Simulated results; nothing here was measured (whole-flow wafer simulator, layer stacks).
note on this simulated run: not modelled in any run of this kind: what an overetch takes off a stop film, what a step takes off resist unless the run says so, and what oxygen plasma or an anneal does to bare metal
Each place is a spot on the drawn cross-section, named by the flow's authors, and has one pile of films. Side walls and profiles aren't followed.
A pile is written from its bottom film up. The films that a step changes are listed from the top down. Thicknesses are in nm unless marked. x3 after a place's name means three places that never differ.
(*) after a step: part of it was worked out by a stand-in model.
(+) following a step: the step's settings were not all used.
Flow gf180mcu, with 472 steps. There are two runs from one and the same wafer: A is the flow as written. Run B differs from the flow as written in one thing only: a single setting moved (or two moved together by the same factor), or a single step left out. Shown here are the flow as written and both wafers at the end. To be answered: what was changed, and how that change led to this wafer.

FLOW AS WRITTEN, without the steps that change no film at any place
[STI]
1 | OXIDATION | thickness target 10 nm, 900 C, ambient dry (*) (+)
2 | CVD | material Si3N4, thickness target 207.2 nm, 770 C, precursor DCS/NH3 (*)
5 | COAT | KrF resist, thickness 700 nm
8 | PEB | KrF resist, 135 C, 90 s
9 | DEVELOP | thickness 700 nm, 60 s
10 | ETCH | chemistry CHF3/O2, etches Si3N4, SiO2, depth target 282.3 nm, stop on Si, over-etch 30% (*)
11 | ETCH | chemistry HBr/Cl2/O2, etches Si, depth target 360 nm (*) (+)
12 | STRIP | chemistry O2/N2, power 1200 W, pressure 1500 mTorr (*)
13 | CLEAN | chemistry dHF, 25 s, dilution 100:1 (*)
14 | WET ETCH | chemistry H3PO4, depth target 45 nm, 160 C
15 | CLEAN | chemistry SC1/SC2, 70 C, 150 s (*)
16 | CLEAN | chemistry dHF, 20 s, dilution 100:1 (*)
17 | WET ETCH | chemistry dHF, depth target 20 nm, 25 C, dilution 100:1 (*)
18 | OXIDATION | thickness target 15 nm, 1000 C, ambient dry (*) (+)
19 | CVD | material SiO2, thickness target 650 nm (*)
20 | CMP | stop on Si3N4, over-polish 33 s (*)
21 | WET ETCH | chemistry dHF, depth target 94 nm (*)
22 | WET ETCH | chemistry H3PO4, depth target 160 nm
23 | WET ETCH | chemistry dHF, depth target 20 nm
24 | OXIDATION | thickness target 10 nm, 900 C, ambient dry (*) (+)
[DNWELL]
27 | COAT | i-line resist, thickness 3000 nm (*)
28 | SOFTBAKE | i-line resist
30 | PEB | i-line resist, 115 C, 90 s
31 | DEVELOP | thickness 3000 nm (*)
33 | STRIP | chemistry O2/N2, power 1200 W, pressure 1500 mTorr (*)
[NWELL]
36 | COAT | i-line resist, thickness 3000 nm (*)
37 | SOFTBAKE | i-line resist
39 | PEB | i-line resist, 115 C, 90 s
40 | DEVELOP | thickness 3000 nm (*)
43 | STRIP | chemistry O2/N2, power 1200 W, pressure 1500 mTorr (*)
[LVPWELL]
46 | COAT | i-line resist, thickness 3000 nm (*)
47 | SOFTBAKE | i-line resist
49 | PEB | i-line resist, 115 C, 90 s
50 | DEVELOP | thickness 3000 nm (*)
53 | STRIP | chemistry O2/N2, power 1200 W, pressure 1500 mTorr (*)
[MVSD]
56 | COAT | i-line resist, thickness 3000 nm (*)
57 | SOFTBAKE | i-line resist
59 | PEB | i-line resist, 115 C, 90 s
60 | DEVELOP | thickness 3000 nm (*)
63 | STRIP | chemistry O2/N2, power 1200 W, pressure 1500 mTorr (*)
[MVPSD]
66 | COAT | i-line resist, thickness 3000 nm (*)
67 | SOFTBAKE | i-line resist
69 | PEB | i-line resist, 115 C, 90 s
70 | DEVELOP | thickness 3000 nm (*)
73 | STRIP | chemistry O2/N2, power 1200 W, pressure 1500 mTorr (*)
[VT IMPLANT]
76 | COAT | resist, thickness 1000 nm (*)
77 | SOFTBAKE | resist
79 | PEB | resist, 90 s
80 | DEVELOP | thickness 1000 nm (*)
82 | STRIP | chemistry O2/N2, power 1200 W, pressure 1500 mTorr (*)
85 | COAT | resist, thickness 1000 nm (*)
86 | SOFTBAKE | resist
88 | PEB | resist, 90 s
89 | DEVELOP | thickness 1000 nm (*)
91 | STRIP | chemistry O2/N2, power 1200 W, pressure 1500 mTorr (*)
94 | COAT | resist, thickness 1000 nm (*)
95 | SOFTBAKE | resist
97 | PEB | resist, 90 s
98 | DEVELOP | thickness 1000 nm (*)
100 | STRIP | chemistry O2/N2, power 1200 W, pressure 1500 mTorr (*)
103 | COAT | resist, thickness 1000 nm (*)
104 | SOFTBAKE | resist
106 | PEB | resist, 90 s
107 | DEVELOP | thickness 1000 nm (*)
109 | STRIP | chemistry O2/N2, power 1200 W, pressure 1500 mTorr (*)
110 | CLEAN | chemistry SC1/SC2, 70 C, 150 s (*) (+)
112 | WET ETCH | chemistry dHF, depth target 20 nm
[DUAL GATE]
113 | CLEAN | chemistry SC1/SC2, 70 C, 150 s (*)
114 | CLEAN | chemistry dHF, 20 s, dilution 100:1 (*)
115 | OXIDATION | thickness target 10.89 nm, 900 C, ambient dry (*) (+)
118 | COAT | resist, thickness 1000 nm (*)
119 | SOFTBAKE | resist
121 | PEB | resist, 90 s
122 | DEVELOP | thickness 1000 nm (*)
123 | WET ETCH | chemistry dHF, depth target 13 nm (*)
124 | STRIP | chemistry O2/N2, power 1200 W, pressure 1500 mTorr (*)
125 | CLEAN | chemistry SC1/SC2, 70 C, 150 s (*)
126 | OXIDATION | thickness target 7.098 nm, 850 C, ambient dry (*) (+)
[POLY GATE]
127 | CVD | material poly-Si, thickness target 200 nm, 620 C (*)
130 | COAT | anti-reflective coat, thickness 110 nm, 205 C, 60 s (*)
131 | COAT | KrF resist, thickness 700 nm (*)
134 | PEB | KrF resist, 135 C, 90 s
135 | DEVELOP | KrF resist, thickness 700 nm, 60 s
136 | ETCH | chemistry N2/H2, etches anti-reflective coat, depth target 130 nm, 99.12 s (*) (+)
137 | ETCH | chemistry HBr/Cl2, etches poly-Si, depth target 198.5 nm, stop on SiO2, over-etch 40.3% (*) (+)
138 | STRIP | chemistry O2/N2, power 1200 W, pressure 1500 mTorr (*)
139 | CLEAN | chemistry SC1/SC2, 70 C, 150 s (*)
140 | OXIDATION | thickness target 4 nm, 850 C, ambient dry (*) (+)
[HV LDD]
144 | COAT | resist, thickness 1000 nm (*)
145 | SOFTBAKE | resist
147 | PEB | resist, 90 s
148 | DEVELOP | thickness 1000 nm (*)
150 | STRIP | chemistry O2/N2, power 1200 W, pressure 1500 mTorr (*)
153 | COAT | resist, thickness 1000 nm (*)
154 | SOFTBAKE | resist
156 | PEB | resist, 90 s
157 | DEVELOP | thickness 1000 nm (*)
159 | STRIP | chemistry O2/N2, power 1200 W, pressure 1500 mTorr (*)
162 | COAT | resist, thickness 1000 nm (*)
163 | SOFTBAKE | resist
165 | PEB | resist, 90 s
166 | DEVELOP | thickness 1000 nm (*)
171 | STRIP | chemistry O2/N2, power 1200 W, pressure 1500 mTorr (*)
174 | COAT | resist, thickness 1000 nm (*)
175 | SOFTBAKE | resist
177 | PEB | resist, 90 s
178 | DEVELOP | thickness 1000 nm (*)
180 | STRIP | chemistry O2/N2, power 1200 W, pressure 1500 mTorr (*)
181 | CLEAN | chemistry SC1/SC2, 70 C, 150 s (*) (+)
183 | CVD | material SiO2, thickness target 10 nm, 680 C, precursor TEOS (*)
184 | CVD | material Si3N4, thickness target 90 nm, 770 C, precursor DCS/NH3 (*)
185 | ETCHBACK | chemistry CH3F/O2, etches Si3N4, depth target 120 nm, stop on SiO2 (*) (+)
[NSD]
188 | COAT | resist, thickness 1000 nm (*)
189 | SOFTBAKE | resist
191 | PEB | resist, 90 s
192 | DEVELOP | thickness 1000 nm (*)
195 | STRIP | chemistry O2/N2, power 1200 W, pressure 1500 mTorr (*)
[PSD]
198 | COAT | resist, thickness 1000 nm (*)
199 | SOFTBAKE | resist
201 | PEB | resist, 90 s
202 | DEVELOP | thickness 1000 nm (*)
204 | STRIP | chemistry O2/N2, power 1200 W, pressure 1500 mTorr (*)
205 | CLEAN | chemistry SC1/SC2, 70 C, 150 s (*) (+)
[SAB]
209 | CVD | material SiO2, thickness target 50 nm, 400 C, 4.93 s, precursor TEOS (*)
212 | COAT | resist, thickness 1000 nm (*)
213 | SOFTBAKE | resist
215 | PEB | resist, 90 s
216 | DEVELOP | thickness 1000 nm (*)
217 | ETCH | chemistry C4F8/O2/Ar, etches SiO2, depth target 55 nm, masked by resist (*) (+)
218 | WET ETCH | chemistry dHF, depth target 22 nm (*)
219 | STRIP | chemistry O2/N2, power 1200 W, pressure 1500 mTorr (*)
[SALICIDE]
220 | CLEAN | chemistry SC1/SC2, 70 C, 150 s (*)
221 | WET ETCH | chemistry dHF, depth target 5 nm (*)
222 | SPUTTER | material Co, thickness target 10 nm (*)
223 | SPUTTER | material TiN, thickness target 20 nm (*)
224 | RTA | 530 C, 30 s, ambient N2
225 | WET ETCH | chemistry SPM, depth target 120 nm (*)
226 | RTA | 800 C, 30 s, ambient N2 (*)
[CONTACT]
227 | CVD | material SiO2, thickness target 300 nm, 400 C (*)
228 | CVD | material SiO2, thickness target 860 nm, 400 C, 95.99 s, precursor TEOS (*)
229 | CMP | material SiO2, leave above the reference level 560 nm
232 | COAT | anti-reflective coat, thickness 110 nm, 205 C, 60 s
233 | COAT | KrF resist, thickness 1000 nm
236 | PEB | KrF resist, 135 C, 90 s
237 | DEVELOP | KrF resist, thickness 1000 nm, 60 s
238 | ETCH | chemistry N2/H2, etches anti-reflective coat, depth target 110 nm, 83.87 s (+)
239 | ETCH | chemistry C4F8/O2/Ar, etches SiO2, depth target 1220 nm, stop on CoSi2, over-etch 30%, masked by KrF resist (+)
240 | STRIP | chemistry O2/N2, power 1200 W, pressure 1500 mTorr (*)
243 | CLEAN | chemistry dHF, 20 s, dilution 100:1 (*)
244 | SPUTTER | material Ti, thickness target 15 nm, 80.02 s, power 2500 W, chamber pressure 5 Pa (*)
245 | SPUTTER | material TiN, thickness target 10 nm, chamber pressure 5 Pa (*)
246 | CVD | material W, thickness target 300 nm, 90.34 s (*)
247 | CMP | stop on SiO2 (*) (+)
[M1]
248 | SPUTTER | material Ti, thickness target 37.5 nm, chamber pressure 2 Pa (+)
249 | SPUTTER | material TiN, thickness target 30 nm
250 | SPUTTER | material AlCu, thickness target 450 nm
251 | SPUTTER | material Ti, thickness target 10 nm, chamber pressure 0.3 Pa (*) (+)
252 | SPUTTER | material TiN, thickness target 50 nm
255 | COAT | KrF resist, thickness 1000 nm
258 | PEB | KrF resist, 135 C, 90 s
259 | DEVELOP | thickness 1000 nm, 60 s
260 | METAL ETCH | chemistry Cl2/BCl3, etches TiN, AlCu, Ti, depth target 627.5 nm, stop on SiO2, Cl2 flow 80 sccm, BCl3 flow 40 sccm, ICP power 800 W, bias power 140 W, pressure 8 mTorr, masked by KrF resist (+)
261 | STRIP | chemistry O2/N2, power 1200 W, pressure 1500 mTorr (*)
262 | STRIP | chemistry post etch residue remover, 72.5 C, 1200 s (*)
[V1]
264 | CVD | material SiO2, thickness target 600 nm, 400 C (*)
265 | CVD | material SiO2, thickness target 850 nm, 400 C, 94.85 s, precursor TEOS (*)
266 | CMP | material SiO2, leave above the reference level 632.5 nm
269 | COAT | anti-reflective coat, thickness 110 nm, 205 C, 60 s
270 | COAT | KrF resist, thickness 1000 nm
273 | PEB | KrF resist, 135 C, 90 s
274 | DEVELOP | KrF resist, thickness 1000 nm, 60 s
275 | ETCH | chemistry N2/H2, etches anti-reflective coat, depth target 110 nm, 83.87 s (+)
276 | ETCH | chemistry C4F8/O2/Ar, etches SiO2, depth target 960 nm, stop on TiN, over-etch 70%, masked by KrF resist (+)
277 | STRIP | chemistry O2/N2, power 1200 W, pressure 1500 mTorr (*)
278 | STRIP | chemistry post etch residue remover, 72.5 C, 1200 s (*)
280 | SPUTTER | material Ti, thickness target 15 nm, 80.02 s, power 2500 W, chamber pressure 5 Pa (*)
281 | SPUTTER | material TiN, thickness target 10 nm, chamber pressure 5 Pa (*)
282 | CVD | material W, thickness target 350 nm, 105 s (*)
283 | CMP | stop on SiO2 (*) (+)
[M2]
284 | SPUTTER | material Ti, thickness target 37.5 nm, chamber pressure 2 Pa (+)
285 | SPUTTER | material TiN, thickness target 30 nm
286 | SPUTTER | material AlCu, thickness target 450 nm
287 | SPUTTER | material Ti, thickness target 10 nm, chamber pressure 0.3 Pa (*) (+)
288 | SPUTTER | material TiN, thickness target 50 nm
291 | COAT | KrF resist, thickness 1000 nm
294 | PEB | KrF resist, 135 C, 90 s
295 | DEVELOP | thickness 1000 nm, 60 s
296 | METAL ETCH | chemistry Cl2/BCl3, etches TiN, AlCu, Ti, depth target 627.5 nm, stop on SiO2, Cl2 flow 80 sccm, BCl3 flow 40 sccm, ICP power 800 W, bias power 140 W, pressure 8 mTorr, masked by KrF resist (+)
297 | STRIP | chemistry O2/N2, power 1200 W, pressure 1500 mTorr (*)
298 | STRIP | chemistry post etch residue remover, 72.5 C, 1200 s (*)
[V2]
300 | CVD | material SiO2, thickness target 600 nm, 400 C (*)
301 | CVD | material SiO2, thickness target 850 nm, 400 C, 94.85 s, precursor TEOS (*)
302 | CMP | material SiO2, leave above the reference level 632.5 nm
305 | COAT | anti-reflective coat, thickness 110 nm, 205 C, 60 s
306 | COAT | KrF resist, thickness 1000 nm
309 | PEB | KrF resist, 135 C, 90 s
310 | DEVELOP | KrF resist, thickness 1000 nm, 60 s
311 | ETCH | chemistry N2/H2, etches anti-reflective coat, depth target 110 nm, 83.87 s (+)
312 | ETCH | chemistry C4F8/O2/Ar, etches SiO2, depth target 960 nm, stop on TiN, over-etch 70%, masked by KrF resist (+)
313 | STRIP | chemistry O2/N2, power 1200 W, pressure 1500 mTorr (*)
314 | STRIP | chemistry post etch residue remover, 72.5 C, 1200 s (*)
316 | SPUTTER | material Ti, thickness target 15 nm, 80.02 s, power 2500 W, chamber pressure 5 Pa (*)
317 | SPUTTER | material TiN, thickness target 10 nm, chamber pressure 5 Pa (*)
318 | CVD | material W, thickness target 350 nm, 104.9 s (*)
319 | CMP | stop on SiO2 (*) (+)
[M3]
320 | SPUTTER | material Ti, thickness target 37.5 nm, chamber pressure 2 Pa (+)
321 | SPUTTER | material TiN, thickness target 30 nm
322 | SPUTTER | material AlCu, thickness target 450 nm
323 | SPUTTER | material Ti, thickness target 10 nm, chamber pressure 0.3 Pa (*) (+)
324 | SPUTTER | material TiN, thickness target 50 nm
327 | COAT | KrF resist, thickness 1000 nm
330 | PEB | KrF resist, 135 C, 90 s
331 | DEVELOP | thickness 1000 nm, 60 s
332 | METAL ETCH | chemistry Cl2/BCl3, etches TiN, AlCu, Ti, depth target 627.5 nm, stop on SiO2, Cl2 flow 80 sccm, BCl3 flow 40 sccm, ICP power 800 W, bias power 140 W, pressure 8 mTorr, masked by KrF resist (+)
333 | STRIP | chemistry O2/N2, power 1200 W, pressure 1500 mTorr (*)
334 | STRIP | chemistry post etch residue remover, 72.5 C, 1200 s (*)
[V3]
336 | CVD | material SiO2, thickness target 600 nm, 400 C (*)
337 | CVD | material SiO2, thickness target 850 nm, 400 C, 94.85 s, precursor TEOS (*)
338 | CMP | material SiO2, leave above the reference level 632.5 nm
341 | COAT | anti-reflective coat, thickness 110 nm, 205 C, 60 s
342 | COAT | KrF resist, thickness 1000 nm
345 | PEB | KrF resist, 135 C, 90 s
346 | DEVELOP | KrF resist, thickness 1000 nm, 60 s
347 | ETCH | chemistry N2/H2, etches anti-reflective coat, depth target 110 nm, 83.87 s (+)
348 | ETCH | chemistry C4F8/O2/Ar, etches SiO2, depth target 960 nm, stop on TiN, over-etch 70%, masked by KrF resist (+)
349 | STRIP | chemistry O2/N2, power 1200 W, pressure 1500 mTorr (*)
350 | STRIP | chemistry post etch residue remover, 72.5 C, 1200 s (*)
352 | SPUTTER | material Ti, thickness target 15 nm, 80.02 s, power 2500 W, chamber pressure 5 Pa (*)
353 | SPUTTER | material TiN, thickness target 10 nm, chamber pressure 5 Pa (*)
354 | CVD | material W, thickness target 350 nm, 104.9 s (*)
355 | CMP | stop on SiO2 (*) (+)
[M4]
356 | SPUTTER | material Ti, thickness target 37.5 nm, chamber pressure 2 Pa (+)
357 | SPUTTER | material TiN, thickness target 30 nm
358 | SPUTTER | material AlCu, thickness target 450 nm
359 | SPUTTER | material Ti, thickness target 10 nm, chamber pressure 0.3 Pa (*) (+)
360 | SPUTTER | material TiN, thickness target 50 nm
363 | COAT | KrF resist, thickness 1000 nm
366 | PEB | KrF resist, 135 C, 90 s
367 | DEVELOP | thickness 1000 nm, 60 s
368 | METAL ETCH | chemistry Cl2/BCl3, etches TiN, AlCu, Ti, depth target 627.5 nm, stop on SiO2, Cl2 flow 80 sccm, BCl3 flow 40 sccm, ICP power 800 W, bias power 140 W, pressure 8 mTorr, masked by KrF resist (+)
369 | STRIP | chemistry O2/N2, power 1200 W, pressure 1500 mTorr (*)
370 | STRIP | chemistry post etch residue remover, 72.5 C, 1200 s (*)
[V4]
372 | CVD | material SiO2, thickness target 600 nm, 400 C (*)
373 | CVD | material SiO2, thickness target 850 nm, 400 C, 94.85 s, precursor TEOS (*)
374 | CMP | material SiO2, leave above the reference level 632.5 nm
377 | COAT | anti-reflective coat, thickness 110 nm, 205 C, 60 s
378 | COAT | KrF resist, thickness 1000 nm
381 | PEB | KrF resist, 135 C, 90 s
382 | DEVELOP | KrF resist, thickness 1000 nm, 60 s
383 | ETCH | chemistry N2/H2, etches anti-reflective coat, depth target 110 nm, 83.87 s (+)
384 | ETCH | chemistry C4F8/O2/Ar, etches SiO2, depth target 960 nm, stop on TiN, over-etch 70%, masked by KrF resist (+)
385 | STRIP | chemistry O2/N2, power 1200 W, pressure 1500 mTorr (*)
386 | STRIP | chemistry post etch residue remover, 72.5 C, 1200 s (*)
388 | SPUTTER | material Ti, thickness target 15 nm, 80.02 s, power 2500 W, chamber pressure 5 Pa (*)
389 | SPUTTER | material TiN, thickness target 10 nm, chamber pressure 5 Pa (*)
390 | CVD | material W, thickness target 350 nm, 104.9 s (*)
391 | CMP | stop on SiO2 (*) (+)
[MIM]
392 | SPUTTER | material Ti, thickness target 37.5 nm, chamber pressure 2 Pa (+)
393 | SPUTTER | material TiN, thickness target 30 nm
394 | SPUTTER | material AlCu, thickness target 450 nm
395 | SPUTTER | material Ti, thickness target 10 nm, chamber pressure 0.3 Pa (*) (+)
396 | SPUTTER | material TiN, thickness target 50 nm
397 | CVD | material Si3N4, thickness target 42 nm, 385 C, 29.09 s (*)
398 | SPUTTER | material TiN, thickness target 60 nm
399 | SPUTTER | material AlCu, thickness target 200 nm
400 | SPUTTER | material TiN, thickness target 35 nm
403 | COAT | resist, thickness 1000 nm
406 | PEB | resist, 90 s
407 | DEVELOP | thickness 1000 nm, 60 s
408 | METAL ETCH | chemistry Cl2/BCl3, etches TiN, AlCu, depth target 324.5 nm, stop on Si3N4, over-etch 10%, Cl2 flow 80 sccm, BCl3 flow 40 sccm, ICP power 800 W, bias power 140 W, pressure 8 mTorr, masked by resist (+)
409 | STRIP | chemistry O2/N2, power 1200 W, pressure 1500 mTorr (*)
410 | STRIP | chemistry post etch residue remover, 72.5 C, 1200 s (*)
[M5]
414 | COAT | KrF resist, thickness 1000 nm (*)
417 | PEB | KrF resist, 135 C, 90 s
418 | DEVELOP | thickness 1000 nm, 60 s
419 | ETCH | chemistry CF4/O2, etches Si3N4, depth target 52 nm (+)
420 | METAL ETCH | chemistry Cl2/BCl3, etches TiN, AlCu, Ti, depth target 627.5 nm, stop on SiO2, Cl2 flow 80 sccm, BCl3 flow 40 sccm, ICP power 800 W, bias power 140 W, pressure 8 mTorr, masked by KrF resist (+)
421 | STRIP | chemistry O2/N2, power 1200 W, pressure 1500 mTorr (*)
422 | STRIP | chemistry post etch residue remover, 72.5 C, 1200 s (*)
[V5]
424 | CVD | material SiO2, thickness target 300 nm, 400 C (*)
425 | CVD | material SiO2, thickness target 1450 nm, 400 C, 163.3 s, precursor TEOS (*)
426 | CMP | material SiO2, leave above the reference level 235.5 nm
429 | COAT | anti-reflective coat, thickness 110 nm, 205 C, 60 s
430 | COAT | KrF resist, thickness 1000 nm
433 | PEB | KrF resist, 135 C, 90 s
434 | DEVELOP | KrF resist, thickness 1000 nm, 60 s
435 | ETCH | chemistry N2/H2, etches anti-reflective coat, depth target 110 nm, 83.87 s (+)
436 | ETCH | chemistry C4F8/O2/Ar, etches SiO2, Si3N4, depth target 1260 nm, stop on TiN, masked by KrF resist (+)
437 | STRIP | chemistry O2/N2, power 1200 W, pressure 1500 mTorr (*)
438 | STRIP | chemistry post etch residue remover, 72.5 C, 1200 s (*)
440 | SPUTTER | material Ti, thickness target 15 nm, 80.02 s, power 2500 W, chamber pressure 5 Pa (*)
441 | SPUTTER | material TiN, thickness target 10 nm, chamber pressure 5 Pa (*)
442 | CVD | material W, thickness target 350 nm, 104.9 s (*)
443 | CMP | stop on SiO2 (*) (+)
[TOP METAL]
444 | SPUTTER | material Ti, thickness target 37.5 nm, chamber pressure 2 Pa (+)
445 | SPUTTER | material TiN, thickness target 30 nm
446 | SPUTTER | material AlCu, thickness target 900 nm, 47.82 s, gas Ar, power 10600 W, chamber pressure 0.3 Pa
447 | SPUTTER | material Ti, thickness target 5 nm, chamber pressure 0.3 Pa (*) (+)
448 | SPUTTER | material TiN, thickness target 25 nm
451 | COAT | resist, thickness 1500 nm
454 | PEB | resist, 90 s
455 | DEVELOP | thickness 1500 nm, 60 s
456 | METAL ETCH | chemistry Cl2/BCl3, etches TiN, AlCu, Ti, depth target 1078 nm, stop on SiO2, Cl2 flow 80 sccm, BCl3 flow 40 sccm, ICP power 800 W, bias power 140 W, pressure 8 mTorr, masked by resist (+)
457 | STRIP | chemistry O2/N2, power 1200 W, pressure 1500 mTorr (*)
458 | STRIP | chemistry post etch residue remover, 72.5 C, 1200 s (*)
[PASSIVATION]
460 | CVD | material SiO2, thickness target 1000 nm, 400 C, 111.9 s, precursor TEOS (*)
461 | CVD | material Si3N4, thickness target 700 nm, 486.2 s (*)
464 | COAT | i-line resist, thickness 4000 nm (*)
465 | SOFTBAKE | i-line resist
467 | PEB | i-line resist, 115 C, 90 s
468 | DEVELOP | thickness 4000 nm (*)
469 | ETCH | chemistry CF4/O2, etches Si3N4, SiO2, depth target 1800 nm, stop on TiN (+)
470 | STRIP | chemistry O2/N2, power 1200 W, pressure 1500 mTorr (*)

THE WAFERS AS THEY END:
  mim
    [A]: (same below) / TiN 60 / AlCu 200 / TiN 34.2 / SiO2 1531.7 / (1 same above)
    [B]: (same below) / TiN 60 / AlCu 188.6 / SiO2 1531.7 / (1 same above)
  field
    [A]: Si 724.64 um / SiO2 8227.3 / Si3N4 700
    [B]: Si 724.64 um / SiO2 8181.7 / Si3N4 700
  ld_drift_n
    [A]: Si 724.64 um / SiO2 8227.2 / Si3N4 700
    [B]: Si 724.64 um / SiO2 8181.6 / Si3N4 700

Cause: step 400, SPUTTER: material TiN, thickness target 35 nm, was omitted.

How this came from the change, step by step:
  408 | METAL ETCH | chemistry Cl2/BCl3, etches TiN, AlCu, depth target 324.5 nm, stop on Si3N4, over-etch 10%, Cl2 flow 80 sccm, BCl3 flow 40 sccm, ICP power 800 W, bias power 140 W, pressure 8 mTorr, masked by resist (+)
      field, field__w1, field__w2 and 107 more: A TiN loses 35 (all of it), AlCu loses 200 (all of it), TiN loses 60 (all of it) | B AlCu loses 200 (all of it), TiN loses 60 (all of it)
      mim: A resist loses 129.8 | B resist loses 114.4
  410 | STRIP | chemistry post etch residue remover, 72.5 C, 1200 s (*)
      mim: A TiN loses 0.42 | B AlCu loses 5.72
  414 | COAT | KrF resist, thickness 1000 nm (*)
      mim: A KrF resist gains 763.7 (new film) | B KrF resist gains 794.6 (new film)
  421 | STRIP | chemistry O2/N2, power 1200 W, pressure 1500 mTorr (*)
      mim: A KrF resist loses 458.9 (all of it) | B KrF resist loses 489.5 (all of it)
  422 | STRIP | chemistry post etch residue remover, 72.5 C, 1200 s (*)
      mim: A TiN loses 0.42 | B AlCu loses 5.72
  426 | CMP | material SiO2, leave above the reference level 235.5 nm
      field, field__w1, field__w5 and 92 more: A SiO2 loses 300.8 | B SiO2 loses 346.4
      field__w2, field__w3, field__w12 and 6 more: A SiO2 loses 272.7 | B SiO2 loses 318.3
      (as well as at 7 more places)
  436 | ETCH | chemistry C4F8/O2/Ar, etches SiO2, Si3N4, depth target 1260 nm, stop on TiN, masked by KrF resist (+)
      contact: A SiO2 loses 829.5 (all of it), Si3N4 loses 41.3 (all of it) | B SiO2 loses 783.9 (all of it), Si3N4 loses 41.3 (all of it)
  442 | CVD | material W, thickness target 350 nm, 104.9 s (*)
      contact: A W gains 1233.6 (new film) | B W gains 1187.6 (new film)
